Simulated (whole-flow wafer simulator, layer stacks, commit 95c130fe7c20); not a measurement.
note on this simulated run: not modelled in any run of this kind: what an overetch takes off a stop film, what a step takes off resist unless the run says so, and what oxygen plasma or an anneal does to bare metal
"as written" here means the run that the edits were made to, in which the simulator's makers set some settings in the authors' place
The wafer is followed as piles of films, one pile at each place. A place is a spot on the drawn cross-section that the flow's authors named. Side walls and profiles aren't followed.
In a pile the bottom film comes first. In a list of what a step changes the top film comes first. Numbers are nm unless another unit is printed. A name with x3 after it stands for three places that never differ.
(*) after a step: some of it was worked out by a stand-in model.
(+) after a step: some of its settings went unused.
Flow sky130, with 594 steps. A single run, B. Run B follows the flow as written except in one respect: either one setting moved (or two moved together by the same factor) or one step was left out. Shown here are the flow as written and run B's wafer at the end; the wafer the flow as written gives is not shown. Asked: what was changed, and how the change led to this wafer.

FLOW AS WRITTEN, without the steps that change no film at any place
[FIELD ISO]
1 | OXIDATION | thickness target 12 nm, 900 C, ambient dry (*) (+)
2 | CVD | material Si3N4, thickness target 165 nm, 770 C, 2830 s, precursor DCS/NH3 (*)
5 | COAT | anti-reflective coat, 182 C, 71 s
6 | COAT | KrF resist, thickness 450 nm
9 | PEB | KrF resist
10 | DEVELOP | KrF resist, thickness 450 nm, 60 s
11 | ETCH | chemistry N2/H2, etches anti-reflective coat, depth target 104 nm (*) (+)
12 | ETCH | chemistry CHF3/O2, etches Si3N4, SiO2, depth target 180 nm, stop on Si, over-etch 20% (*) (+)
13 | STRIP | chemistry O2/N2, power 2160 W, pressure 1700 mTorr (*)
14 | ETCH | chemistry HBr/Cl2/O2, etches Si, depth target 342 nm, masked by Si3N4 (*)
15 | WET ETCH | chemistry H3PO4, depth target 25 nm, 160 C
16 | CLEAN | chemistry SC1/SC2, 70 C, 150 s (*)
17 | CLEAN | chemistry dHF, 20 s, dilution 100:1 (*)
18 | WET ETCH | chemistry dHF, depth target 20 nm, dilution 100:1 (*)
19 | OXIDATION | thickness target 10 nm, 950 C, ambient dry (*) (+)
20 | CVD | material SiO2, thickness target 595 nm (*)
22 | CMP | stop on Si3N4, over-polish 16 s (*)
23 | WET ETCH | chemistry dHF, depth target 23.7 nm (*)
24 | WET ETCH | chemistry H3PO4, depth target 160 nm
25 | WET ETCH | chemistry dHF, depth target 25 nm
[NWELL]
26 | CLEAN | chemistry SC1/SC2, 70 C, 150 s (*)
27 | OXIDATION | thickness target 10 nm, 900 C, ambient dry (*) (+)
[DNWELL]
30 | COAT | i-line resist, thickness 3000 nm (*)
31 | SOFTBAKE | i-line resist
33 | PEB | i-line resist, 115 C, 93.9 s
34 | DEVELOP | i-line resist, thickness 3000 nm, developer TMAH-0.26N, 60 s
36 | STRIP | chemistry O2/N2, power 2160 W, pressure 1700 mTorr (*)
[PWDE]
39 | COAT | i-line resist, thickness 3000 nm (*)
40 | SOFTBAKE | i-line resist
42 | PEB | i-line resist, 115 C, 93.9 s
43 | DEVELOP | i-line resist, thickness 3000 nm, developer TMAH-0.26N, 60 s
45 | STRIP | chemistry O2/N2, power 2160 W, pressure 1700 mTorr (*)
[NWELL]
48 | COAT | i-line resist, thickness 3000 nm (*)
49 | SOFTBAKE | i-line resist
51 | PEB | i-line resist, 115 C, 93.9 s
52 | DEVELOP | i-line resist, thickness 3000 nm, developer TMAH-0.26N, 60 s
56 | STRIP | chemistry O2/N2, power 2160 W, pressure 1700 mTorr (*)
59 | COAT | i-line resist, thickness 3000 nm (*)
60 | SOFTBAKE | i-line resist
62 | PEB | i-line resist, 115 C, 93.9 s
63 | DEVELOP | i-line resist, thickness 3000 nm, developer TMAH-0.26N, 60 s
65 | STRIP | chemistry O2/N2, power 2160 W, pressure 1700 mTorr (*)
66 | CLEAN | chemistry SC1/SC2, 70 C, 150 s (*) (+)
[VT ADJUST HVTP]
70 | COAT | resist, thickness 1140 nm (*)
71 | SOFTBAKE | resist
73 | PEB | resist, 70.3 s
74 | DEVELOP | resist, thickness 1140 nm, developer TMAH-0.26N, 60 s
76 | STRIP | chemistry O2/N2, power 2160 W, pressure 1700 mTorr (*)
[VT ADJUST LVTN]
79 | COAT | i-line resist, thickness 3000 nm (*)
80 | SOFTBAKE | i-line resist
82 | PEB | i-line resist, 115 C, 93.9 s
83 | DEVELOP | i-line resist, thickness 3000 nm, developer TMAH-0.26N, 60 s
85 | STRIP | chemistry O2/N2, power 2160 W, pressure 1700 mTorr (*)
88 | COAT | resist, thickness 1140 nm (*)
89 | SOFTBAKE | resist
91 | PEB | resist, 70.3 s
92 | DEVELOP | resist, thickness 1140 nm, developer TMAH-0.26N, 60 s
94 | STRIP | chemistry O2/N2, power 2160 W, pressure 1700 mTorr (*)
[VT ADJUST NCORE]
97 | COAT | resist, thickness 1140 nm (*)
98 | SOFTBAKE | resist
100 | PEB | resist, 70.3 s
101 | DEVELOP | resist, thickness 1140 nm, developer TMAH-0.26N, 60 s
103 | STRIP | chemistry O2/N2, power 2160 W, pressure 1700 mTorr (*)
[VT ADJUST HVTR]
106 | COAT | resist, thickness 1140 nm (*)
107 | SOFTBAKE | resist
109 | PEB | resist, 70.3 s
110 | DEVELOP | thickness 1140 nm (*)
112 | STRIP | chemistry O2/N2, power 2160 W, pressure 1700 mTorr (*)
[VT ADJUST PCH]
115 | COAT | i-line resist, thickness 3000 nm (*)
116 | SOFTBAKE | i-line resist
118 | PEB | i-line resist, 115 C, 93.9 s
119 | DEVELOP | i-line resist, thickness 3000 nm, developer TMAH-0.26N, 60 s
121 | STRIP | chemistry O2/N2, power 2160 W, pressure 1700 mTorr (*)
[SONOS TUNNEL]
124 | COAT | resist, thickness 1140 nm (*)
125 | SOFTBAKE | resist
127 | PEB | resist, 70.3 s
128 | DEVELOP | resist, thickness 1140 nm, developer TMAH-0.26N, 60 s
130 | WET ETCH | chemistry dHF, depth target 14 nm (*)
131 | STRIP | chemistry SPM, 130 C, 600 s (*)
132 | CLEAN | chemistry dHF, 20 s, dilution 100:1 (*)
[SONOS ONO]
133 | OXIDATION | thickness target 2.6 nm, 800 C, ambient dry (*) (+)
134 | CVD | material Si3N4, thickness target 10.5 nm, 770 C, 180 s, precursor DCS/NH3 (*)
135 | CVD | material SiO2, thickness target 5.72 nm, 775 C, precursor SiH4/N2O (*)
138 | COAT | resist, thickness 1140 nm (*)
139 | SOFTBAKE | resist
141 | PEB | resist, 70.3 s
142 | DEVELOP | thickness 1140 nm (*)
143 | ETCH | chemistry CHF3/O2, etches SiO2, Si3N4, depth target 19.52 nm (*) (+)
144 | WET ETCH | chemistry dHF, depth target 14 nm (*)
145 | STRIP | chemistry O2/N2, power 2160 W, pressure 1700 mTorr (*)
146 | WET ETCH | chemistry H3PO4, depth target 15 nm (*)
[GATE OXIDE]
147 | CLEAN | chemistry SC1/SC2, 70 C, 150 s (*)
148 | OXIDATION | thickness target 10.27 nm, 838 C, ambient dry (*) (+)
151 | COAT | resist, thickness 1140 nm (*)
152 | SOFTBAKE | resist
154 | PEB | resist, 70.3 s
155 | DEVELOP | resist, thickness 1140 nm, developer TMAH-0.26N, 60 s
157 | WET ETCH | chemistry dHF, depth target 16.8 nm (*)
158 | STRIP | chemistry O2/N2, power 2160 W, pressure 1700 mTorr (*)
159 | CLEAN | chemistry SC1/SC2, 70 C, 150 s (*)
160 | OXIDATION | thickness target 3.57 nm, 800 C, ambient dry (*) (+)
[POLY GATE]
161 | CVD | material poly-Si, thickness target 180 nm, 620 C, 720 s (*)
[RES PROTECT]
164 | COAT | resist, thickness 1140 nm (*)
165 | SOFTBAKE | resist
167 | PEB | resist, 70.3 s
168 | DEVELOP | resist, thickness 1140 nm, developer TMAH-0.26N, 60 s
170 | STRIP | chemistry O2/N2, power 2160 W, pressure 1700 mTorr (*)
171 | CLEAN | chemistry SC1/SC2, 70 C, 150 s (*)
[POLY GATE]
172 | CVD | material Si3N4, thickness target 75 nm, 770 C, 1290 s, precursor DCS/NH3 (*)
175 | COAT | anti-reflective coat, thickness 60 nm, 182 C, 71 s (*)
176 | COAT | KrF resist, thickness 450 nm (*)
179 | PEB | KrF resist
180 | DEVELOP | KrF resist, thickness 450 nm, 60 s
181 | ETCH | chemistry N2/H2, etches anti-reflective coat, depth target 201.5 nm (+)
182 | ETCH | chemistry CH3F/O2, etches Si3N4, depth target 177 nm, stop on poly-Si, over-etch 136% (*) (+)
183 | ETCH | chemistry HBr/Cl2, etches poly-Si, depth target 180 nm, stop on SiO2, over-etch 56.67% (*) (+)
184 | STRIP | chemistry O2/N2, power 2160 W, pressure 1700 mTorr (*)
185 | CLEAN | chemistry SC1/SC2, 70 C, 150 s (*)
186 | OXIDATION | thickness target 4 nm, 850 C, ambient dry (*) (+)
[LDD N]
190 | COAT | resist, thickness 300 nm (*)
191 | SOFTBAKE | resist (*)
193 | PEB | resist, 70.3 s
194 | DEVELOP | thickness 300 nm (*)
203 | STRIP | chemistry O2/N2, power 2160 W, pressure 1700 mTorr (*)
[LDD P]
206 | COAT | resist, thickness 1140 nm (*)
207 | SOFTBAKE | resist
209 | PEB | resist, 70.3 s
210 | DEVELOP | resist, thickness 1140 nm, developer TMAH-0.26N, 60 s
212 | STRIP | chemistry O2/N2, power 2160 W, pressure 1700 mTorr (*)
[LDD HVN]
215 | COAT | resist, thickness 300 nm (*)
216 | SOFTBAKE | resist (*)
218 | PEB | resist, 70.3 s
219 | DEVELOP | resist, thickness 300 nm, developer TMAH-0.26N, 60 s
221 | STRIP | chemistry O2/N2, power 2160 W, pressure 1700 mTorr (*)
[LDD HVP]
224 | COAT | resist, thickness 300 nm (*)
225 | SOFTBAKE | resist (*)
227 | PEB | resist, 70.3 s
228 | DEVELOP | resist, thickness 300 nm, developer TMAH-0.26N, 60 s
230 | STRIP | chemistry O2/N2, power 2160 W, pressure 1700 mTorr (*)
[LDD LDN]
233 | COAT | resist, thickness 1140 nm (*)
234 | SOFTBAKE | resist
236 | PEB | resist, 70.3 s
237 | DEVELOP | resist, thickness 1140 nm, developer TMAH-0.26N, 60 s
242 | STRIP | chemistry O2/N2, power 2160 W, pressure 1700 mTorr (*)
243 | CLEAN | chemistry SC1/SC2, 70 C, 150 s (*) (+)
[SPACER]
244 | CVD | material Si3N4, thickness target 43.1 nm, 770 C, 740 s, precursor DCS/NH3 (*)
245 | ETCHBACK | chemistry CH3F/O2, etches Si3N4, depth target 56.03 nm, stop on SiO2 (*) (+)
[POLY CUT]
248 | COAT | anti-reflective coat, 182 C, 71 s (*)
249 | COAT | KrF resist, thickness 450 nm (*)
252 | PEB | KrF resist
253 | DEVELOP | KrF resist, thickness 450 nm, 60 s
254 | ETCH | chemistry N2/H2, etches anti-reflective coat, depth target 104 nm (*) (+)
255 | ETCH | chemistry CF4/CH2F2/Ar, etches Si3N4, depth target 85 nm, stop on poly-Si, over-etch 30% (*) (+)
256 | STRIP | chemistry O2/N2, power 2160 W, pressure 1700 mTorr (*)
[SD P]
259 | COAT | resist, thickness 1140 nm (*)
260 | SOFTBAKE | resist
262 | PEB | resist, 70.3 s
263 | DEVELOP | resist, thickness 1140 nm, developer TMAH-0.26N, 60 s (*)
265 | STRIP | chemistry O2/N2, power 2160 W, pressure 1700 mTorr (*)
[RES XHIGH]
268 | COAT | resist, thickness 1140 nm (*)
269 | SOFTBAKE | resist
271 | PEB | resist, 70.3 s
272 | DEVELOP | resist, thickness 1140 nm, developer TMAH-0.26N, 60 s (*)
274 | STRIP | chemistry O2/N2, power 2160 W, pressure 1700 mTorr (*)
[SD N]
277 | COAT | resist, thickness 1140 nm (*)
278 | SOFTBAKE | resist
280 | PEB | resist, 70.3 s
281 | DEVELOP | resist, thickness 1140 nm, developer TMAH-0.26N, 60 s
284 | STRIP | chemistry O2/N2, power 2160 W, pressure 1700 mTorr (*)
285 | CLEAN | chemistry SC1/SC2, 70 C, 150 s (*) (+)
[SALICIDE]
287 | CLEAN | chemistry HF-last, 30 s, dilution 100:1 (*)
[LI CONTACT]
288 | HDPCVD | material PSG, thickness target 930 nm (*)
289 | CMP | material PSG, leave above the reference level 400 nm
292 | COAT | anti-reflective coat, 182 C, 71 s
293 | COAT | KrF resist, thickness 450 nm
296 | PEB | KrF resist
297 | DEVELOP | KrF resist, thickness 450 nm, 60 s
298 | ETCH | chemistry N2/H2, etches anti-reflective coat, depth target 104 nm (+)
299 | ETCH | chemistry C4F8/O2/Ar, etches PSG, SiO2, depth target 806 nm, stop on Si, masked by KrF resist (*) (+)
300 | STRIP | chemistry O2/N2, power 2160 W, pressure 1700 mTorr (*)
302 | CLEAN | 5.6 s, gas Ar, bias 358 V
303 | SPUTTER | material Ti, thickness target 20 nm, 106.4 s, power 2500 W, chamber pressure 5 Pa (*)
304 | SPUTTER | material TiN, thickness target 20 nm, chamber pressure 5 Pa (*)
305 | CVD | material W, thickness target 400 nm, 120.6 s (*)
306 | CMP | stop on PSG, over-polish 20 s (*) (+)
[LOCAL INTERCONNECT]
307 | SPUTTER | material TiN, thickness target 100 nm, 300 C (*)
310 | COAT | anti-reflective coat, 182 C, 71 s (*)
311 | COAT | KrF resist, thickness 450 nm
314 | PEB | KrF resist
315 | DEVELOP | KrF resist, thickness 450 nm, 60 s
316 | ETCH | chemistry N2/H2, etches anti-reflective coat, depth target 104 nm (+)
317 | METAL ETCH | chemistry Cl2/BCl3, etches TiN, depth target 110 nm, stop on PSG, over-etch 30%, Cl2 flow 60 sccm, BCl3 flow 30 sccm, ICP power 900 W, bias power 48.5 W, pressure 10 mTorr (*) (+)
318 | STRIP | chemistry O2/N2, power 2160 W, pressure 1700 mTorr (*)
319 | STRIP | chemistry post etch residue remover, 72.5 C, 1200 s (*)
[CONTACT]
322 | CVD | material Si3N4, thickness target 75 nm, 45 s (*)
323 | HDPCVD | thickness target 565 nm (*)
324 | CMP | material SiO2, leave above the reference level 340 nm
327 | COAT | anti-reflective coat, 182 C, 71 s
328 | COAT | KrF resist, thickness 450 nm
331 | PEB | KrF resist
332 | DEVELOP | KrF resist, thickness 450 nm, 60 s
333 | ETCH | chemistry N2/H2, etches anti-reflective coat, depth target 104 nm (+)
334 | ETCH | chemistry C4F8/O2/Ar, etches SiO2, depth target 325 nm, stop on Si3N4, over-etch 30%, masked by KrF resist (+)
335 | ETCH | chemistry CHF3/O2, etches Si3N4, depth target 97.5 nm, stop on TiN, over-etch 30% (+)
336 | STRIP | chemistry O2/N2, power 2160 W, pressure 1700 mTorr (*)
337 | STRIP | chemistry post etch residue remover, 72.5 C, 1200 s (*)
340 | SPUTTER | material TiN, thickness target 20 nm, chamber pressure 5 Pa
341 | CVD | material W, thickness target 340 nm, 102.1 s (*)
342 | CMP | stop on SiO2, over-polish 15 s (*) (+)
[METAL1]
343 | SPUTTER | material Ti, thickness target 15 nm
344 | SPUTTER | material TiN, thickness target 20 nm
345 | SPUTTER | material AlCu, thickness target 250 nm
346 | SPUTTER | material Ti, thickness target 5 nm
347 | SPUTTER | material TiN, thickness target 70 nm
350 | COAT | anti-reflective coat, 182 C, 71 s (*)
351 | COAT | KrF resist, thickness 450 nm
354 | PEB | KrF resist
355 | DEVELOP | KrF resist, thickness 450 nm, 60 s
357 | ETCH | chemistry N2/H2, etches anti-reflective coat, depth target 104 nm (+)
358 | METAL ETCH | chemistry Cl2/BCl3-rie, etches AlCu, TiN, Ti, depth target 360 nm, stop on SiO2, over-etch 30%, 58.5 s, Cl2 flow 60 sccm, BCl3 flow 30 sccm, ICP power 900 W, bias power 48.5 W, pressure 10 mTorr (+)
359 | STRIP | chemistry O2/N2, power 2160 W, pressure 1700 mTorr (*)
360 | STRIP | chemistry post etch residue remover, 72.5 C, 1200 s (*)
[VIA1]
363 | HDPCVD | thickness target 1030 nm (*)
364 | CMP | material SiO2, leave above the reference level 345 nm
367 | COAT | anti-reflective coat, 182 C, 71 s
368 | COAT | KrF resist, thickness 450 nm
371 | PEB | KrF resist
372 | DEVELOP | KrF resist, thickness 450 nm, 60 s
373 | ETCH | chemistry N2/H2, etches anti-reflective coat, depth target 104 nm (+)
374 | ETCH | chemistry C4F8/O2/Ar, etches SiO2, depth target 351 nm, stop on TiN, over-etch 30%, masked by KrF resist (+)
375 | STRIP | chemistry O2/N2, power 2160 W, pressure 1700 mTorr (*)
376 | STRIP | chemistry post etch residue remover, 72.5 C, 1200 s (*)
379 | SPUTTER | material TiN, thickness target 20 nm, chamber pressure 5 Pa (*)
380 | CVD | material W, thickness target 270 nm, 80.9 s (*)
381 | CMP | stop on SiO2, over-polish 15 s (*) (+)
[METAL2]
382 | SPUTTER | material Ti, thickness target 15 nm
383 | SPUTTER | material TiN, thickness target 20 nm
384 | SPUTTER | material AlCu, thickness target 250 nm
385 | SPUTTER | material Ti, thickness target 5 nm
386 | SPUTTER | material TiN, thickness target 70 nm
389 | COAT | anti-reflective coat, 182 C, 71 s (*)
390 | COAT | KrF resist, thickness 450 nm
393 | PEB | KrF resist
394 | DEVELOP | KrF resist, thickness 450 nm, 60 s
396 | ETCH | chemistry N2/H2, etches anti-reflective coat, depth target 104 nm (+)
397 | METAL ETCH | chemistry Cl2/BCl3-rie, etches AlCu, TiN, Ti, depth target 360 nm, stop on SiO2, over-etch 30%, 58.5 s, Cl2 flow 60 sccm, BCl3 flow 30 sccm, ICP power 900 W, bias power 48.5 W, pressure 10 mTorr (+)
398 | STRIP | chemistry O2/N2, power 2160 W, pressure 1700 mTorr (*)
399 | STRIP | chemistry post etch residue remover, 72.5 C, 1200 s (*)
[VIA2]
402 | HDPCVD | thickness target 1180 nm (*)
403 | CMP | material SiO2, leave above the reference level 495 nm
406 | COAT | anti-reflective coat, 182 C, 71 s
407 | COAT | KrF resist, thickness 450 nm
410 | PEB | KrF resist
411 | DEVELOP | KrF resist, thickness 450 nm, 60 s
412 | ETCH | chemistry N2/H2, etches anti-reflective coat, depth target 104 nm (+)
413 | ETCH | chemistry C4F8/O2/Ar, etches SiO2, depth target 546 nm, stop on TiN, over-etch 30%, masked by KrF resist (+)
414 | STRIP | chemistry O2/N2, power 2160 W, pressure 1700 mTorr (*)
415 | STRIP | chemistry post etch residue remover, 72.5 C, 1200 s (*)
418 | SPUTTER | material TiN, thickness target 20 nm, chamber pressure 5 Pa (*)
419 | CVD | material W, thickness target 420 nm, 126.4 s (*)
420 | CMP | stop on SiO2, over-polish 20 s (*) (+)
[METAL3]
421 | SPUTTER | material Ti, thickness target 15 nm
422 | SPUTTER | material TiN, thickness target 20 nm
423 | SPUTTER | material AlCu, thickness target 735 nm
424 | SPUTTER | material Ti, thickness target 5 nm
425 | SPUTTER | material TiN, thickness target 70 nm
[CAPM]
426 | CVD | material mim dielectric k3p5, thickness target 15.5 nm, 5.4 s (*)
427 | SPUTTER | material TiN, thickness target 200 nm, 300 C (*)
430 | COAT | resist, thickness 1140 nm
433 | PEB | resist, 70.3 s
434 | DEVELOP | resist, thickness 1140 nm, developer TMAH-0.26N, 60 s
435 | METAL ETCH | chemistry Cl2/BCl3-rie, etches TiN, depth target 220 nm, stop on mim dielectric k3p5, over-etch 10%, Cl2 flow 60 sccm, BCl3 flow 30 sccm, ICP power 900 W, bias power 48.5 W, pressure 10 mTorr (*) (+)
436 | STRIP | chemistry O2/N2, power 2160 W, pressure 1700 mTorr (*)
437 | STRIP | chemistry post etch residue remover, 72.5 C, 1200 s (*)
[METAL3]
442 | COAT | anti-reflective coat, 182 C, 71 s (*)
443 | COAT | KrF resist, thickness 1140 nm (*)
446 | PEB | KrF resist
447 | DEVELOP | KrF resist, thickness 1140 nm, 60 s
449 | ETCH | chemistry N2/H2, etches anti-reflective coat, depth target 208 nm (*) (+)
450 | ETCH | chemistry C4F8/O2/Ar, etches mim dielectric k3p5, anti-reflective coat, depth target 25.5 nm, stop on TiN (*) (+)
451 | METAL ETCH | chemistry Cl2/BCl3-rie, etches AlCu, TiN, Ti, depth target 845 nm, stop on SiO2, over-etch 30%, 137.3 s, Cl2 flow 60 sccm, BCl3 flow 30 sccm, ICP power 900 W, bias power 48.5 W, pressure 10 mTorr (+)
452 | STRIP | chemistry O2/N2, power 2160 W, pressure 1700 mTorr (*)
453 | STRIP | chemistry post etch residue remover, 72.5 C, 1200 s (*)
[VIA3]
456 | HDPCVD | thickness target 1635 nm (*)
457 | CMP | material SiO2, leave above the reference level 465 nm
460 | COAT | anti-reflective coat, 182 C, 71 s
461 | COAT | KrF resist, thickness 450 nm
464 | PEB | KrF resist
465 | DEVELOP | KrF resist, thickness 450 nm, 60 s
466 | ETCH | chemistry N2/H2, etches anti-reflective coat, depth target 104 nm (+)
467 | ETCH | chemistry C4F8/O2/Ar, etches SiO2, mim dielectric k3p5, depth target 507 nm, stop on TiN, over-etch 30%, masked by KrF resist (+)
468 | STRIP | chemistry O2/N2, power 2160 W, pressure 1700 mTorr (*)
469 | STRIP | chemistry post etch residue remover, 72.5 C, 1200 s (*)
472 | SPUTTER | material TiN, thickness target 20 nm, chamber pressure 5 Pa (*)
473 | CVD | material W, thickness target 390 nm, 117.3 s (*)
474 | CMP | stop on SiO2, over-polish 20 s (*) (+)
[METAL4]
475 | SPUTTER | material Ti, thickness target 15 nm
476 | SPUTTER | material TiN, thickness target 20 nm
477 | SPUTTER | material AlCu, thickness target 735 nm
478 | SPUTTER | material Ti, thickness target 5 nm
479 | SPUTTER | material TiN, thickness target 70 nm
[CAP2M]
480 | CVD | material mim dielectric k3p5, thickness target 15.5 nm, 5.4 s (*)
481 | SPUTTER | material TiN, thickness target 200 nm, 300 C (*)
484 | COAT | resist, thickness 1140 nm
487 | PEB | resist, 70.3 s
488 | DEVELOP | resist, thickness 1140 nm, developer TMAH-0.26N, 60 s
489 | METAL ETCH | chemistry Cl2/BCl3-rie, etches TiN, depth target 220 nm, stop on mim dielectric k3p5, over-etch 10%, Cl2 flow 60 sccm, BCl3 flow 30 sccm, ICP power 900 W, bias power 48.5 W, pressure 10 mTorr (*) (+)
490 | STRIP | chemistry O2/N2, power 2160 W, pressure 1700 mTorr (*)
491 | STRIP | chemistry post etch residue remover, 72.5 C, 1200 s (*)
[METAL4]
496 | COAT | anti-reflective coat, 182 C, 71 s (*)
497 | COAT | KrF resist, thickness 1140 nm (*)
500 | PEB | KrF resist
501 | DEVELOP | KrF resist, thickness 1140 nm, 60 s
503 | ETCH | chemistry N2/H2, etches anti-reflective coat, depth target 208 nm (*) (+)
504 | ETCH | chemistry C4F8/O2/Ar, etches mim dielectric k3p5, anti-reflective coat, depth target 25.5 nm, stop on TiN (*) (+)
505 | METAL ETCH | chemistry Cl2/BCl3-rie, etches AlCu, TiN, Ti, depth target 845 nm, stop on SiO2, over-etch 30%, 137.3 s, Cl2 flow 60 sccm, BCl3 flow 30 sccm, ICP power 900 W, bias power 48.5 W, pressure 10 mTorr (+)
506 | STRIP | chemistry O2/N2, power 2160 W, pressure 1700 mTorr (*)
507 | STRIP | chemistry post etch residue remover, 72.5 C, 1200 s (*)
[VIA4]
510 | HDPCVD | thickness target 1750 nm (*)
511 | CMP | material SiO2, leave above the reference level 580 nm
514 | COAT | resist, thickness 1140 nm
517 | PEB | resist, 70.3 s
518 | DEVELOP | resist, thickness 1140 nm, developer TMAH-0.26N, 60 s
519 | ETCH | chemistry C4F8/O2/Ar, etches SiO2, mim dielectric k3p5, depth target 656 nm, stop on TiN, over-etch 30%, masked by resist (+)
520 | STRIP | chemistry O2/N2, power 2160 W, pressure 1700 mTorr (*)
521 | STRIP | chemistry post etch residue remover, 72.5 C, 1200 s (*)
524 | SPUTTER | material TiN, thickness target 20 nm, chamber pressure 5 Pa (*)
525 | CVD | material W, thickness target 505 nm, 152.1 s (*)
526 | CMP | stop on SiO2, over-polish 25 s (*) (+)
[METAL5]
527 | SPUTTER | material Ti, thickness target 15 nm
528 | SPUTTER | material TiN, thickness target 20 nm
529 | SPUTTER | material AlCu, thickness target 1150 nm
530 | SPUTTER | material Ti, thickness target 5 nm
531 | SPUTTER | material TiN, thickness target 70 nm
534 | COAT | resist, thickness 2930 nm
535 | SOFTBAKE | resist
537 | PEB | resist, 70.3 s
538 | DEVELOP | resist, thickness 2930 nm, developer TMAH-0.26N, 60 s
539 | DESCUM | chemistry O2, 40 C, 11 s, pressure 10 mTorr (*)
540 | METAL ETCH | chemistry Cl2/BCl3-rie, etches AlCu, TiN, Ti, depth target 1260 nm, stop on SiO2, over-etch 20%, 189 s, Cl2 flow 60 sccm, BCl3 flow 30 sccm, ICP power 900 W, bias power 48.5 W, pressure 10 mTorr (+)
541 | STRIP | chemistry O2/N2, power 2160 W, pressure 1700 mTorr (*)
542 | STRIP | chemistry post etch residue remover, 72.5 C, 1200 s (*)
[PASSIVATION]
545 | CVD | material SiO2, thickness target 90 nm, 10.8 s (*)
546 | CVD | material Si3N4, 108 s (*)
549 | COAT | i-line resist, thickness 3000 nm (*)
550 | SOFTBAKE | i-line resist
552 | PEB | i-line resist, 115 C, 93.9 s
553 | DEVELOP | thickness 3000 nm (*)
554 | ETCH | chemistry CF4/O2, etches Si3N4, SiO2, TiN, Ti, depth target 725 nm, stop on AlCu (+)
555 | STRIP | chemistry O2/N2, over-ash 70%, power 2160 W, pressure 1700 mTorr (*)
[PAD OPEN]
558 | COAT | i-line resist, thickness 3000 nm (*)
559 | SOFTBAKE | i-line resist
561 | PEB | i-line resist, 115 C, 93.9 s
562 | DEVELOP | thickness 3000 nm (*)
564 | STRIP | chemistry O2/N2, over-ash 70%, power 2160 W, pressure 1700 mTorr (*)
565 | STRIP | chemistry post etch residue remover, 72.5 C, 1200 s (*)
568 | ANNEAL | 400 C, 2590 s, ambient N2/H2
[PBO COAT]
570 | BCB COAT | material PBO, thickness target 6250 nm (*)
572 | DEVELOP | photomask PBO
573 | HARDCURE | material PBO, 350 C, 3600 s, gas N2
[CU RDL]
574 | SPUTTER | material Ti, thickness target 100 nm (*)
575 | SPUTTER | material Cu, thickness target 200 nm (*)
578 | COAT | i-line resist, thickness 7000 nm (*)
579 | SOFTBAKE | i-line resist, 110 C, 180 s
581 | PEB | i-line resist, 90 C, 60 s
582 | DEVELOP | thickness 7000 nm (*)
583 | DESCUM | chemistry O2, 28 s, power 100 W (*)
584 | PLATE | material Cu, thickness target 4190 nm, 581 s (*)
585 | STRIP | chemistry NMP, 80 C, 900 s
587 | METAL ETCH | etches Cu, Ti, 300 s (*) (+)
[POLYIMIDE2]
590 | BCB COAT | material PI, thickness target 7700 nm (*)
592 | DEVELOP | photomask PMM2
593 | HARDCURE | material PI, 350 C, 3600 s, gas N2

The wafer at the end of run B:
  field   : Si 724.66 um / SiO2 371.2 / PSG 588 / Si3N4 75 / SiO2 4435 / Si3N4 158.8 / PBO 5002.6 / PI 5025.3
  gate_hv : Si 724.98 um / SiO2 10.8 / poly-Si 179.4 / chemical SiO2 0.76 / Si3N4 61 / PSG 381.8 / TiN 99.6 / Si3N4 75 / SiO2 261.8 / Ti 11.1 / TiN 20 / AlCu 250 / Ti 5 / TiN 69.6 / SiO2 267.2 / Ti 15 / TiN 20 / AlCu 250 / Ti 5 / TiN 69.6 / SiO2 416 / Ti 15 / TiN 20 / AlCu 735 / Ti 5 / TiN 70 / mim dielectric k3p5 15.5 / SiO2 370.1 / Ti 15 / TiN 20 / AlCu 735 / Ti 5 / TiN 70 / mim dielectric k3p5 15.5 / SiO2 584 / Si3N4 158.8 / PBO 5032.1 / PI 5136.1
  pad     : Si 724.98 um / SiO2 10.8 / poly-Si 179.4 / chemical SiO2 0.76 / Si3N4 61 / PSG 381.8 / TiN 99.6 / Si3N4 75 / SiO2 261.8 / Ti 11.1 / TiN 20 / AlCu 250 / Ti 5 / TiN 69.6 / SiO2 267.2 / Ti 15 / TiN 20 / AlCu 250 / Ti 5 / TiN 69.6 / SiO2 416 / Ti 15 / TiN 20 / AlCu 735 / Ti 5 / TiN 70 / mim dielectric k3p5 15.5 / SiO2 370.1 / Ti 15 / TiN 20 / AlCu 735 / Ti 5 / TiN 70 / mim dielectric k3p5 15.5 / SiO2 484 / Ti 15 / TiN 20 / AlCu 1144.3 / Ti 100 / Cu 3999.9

What caused this: step 343, SPUTTER: thickness target 11.1 nm was run, though the flow has thickness target 15 nm.
One can read it off the wafer: gate_hv has Ti 11.1, and step 343 as written asks for 15 nm.

How this came from the change, step by step:
  343 | SPUTTER | material Ti, thickness target 15 nm
      field, active, n_well and 188 more: +11.1 Ti (new film) (in the flow as written it would be: +15 Ti (new film))
  358 | METAL ETCH | chemistry Cl2/BCl3-rie, etches AlCu, TiN, Ti, depth target 360 nm, stop on SiO2, over-etch 30%, 58.5 s, Cl2 flow 60 sccm, BCl3 flow 30 sccm, ICP power 900 W, bias power 48.5 W, pressure 10 mTorr (+)
      field, active, gate and 81 more: -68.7 TiN (all of it), -5 Ti (all of it), -250 AlCu (all of it), -20 TiN (all of it), -11.1 Ti (all of it), -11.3 SiO2 (in the flow as written it would be: -68.7 TiN (all of it), -5 Ti (all of it), -250 AlCu (all of it), -20 TiN (all of it), -15 Ti (all of it), -10.9 SiO2)
